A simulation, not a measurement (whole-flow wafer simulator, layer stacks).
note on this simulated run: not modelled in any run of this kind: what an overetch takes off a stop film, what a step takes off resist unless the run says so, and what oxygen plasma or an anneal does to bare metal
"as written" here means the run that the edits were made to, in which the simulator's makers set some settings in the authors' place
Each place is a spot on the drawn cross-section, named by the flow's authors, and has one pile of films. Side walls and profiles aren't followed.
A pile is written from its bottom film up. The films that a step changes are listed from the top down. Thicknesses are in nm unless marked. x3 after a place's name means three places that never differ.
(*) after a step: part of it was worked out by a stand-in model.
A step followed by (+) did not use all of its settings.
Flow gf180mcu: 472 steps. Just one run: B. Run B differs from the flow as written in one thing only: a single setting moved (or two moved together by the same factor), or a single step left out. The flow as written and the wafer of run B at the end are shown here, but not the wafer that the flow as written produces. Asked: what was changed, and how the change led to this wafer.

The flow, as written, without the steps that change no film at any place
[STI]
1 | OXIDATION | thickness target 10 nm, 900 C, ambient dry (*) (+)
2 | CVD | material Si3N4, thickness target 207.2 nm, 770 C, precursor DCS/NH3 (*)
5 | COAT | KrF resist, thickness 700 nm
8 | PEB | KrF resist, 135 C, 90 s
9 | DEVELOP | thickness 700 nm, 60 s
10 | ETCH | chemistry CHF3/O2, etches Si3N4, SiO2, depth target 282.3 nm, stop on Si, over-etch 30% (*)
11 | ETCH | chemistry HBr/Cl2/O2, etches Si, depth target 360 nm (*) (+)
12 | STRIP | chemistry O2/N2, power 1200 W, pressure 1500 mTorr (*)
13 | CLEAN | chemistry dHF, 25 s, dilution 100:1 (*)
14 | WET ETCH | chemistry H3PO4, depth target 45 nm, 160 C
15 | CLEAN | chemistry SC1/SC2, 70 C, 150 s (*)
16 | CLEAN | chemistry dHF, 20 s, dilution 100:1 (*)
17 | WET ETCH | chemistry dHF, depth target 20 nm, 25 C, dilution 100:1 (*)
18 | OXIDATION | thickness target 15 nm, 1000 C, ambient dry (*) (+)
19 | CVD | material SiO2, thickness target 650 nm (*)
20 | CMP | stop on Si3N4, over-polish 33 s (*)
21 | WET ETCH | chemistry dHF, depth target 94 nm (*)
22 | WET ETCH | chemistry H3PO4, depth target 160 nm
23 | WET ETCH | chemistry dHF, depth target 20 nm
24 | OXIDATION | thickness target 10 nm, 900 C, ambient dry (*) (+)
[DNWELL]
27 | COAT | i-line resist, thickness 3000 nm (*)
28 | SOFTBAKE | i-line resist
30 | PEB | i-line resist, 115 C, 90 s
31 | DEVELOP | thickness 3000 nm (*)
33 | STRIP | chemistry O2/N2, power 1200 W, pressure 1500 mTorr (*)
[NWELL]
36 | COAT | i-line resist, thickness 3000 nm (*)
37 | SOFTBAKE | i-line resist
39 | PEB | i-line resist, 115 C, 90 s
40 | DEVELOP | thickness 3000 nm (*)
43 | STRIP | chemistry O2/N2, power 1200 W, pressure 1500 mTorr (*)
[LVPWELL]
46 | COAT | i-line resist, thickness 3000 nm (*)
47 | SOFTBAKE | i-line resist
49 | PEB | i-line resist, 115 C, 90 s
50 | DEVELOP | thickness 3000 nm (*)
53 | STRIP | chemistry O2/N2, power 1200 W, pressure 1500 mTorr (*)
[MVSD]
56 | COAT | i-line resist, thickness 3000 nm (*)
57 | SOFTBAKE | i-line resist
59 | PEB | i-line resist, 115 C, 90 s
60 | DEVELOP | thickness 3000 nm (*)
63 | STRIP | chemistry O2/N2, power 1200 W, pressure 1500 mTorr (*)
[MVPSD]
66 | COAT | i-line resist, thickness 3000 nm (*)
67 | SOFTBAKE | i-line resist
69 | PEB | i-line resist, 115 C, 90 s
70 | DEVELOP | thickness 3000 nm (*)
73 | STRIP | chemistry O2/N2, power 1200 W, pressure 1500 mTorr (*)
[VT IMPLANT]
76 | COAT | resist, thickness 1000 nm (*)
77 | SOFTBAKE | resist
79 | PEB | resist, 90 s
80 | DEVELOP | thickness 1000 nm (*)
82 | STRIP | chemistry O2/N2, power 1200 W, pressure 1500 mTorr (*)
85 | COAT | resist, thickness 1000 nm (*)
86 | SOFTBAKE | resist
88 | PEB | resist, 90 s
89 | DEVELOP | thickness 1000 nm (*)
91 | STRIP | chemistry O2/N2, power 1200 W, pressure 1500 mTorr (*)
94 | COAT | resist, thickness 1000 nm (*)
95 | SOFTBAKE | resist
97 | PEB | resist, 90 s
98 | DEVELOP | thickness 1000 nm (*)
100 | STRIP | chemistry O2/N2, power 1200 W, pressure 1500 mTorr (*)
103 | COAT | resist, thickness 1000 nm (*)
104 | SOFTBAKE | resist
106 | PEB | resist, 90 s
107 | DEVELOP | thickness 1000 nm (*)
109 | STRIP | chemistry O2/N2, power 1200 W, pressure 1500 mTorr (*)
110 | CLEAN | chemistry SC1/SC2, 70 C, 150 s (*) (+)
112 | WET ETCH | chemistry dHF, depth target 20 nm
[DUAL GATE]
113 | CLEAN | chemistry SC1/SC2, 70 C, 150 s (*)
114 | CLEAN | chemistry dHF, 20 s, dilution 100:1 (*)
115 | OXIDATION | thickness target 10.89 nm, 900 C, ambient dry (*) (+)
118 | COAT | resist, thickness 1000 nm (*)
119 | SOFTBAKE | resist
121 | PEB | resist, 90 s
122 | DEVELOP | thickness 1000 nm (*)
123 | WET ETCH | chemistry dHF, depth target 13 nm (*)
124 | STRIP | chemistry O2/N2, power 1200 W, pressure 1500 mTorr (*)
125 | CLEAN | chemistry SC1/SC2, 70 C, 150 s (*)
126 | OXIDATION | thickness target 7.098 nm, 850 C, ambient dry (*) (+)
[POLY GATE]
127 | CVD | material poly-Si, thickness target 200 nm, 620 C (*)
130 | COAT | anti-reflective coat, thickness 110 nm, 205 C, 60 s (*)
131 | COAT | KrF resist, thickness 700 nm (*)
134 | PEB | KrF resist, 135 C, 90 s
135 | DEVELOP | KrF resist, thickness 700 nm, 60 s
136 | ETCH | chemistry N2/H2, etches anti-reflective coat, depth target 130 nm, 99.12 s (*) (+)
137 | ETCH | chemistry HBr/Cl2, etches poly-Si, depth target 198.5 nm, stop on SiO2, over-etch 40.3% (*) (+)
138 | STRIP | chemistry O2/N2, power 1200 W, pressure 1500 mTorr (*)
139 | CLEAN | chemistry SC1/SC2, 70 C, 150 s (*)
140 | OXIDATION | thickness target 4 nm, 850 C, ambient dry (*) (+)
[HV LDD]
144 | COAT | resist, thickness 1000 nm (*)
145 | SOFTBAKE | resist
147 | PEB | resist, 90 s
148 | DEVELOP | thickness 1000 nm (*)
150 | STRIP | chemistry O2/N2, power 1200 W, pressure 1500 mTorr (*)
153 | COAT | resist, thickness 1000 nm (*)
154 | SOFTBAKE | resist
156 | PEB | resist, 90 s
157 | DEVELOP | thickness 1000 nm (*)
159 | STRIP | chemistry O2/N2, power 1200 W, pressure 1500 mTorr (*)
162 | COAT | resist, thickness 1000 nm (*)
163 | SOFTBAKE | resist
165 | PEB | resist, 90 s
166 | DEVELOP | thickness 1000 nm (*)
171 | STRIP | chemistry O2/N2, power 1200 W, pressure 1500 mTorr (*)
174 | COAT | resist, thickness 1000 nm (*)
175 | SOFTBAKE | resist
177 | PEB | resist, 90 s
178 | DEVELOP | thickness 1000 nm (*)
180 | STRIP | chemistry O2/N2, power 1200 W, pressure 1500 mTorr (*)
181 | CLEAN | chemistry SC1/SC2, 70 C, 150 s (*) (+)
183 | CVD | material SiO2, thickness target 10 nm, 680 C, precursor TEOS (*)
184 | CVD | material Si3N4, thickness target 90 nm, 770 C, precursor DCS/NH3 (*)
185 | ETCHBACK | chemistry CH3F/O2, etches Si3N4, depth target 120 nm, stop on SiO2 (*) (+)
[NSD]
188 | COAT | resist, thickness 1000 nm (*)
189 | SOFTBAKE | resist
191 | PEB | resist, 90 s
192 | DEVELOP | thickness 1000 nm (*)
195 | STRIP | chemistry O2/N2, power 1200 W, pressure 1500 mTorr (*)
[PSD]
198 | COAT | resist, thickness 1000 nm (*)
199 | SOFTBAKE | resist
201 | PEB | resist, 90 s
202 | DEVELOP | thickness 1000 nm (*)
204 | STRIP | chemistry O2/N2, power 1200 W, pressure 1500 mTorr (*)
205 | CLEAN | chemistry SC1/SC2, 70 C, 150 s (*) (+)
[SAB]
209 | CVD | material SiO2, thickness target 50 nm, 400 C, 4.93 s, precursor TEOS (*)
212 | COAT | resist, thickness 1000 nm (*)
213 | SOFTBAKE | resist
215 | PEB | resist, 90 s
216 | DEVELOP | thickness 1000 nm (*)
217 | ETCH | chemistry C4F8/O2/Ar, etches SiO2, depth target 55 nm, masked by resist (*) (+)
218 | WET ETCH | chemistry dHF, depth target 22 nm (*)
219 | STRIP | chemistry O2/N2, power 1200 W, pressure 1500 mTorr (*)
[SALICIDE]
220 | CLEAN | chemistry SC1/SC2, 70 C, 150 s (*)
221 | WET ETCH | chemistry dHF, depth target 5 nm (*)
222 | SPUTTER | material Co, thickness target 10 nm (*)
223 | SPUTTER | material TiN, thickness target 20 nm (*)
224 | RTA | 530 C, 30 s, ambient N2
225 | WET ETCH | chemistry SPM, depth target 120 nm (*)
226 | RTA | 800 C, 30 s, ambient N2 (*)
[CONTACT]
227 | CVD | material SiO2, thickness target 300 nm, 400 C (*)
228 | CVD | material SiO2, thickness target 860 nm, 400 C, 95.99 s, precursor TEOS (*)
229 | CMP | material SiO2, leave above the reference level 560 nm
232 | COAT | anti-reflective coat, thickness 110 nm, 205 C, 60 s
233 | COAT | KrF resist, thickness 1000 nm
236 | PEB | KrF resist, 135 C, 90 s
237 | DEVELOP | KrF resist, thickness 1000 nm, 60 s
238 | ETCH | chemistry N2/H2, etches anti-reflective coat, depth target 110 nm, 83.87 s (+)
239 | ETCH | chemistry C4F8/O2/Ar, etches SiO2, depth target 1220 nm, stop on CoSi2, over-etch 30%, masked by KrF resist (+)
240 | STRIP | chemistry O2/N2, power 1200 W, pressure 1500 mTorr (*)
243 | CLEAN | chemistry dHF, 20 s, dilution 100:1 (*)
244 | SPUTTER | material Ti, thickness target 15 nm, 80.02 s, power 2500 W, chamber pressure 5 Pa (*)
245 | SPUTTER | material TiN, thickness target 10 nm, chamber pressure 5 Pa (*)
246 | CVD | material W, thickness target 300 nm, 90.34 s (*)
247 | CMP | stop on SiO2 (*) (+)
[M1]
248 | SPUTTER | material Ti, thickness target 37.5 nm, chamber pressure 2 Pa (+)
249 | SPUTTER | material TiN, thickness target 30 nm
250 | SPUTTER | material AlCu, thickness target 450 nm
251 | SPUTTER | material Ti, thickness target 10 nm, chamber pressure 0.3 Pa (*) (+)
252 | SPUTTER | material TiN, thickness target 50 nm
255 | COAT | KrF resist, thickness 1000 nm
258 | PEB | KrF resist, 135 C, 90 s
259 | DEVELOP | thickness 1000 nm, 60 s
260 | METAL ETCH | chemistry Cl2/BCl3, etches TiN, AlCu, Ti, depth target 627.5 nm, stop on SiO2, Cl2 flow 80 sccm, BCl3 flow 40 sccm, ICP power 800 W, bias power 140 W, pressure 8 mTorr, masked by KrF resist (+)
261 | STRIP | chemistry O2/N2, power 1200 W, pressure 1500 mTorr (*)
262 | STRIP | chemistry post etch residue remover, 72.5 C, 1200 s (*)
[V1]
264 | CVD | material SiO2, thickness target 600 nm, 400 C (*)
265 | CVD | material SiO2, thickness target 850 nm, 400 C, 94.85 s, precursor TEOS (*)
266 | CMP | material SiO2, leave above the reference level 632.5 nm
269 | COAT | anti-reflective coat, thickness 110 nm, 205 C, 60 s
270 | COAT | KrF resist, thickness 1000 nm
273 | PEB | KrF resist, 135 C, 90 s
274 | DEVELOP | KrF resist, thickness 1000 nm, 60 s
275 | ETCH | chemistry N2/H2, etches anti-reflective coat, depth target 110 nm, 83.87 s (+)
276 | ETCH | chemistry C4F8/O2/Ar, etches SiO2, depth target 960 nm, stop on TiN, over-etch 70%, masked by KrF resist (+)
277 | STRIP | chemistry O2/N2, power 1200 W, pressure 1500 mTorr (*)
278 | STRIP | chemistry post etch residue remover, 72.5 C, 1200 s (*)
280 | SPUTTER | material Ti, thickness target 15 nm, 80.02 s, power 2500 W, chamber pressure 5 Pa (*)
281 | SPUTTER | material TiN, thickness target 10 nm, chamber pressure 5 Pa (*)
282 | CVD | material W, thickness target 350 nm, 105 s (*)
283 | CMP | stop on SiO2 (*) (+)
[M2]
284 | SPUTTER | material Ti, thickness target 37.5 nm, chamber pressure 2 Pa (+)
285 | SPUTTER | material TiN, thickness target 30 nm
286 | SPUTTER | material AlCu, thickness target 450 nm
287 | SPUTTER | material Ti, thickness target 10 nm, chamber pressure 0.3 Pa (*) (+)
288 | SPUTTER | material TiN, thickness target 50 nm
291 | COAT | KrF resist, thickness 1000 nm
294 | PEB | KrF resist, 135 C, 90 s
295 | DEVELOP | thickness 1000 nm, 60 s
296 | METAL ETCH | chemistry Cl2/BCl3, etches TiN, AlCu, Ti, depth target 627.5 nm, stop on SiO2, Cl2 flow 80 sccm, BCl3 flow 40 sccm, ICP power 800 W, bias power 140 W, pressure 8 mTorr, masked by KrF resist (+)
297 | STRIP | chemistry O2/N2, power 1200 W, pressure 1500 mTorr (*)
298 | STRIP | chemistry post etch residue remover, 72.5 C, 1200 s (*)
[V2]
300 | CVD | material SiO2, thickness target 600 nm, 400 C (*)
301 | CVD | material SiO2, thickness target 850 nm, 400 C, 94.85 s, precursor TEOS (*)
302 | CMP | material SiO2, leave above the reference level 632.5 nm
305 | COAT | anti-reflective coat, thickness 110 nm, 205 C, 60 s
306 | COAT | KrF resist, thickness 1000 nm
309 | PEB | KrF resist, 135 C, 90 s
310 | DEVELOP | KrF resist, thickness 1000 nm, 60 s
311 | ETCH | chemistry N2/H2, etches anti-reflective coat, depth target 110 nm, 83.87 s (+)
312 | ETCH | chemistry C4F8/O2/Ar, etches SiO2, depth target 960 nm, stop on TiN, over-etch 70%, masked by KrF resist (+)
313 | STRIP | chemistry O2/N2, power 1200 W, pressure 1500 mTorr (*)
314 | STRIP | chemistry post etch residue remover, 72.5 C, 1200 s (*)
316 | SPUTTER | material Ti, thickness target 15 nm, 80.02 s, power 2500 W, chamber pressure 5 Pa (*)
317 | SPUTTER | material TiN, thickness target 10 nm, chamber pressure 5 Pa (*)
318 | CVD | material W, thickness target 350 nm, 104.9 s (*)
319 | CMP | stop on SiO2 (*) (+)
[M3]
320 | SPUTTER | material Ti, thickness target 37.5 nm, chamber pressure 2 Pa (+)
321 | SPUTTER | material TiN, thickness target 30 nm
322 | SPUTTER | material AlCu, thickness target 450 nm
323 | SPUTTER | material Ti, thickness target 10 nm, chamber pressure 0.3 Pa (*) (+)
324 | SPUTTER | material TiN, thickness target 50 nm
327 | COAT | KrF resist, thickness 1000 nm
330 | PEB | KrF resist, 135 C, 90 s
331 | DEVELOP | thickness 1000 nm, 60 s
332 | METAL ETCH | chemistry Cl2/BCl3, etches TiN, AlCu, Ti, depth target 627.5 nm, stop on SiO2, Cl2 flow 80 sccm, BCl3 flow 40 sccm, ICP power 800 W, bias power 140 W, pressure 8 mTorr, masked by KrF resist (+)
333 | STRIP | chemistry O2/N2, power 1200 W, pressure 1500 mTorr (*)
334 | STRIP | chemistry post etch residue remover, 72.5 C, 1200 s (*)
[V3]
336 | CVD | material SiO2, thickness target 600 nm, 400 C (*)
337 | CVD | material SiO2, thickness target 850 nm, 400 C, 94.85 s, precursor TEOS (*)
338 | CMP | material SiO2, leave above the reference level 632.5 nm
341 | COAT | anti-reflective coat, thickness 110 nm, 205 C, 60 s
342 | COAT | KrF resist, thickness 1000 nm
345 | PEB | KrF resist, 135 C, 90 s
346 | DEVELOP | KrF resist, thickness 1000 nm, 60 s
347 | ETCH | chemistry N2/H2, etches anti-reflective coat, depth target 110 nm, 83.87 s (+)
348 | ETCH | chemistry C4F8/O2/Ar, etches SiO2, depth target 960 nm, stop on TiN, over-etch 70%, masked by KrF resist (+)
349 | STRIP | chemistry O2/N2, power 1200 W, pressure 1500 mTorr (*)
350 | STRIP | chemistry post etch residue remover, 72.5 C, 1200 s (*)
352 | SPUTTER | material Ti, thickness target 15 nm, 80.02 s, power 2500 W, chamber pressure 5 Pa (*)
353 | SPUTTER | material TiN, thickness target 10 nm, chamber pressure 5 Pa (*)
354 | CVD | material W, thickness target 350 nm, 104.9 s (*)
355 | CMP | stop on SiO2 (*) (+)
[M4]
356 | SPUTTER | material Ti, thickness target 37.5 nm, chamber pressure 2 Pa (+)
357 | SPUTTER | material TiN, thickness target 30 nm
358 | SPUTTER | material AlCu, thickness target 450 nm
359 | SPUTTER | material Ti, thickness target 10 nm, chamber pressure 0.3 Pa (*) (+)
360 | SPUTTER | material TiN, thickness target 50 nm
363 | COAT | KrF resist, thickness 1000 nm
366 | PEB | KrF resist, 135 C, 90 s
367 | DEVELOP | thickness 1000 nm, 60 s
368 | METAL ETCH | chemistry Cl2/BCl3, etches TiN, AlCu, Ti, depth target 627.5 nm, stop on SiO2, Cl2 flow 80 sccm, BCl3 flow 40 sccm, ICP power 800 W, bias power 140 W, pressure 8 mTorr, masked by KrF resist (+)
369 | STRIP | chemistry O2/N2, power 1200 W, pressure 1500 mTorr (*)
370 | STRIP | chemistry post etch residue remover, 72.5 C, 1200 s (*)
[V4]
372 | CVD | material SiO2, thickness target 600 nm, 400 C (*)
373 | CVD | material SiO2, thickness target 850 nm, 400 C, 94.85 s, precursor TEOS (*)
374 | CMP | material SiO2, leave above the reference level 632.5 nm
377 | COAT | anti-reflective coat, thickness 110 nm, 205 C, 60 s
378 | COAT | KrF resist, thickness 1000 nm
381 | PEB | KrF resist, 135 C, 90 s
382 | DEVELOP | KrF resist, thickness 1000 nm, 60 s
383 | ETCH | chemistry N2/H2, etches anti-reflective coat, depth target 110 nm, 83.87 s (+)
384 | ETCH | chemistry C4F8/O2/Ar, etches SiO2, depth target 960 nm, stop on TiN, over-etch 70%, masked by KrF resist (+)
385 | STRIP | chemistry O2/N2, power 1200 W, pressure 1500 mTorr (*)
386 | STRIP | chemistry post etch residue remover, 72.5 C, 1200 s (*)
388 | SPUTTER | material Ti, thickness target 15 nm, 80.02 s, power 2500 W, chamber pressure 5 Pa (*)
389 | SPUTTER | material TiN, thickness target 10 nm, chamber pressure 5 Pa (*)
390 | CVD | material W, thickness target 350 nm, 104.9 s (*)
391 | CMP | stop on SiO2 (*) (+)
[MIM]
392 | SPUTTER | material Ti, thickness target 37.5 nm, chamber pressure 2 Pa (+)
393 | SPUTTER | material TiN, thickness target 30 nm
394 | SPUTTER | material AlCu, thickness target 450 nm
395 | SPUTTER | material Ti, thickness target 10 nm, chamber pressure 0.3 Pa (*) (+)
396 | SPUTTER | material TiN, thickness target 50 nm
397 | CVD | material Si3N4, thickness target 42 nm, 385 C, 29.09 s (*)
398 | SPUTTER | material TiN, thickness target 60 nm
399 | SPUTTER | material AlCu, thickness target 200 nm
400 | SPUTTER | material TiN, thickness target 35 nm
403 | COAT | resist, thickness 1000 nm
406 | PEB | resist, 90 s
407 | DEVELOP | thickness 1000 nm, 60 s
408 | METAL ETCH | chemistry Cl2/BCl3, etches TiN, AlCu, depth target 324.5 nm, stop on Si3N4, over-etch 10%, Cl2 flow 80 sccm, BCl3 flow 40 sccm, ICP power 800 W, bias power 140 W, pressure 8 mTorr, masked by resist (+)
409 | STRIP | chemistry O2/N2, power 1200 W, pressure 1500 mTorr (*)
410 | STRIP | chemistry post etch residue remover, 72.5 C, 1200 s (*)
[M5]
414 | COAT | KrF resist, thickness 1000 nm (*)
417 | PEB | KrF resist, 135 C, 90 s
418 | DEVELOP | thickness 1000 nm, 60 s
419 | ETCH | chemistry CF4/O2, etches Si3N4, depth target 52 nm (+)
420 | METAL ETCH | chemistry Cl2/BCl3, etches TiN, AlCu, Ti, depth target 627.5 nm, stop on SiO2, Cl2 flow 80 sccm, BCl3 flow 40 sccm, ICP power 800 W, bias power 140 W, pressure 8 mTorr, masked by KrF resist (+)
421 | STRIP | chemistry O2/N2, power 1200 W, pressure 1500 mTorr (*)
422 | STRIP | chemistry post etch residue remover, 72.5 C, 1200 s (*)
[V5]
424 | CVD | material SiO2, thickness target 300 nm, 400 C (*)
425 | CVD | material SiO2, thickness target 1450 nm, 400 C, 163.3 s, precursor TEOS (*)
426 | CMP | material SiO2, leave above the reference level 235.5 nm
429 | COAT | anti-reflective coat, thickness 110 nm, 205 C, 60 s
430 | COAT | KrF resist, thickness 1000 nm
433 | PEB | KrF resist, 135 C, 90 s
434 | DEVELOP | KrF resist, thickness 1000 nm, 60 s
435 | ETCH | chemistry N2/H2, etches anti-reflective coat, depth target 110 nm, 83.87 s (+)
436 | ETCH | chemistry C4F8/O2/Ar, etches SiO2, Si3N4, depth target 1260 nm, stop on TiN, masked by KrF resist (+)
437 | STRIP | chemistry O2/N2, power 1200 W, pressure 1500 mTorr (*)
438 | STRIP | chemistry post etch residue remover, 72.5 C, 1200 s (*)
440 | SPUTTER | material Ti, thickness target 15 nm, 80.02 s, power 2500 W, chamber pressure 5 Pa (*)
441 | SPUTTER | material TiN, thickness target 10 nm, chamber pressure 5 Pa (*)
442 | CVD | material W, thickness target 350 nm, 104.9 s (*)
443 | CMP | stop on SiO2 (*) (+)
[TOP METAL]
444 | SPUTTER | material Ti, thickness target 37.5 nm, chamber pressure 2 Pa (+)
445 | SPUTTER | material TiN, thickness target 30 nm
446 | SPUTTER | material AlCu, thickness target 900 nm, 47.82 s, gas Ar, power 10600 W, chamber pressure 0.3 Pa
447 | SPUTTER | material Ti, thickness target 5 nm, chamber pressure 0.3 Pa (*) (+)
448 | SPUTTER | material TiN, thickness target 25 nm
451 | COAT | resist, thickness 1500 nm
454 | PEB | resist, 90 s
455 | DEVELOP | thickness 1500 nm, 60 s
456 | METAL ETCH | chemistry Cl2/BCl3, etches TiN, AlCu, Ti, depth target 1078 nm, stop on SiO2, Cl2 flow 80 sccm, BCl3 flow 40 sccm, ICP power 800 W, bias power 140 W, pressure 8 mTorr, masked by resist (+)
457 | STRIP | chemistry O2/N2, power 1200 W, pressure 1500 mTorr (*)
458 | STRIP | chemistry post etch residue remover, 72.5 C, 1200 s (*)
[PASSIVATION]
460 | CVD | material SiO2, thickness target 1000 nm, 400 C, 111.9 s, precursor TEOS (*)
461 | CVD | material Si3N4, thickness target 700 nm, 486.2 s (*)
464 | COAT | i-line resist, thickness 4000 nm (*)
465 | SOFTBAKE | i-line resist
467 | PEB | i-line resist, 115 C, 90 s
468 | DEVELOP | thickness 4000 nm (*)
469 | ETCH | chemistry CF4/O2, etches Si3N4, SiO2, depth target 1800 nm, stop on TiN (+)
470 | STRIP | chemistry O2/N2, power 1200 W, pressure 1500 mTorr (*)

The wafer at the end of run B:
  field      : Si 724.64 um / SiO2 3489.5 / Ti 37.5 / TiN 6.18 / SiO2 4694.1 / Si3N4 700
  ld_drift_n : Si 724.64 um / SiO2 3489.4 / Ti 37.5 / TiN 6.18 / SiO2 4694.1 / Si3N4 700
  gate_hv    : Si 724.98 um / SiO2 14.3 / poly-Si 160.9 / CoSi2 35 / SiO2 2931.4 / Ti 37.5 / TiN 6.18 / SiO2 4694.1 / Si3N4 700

Cause: step 332, METAL ETCH: depth target 533.4 nm was run, though the flow has depth target 627.5 nm.

How this came from the change, step by step:
  332 | METAL ETCH | chemistry Cl2/BCl3, etches TiN, AlCu, Ti, depth target 627.5 nm, stop on SiO2, Cl2 flow 80 sccm, BCl3 flow 40 sccm, ICP power 800 W, bias power 140 W, pressure 8 mTorr, masked by KrF resist (+)
      field, field__w1, field__w2 and 103 more: -50 TiN (all of it), -10 Ti (all of it), -450 AlCu (all of it), -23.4 TiN (as written it would have been: -50 TiN (all of it), -10 Ti (all of it), -450 AlCu (all of it), -30 TiN (all of it), -37.5 Ti (all of it))
      field__w8, contact, m1, m1__w1, m1_nw: -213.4 KrF resist (as written it would have been: -251 KrF resist)
  333 | STRIP | chemistry O2/N2, power 1200 W, pressure 1500 mTorr (*)
      field__w8, contact, m1, m1__w1, m1_nw: -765 KrF resist (all of it) (as written it would have been: -727.4 KrF resist (all of it))
  336 | CVD | material SiO2, thickness target 600 nm, 400 C (*)
      field, field__w1, field__w2 and 103 more: +600 SiO2 (new film) (as written it would have been: +600 SiO2)
  338 | CMP | material SiO2, leave above the reference level 632.5 nm
      field, field__w1, field__w2 and 103 more: -343.7 SiO2 (as written it would have been: -300 SiO2)
If metal films that touch count as one body, field has 1 body; the flow as written gives 0 bodies.
If metal films that touch count as one body, ld_drift_n has 1 body; the flow as written gives 0 bodies.
If metal films that touch count as one body, gate_hv has 2 bodies (between them, from the top down: SiO2 2931.4); the flow as written gives 1 body.
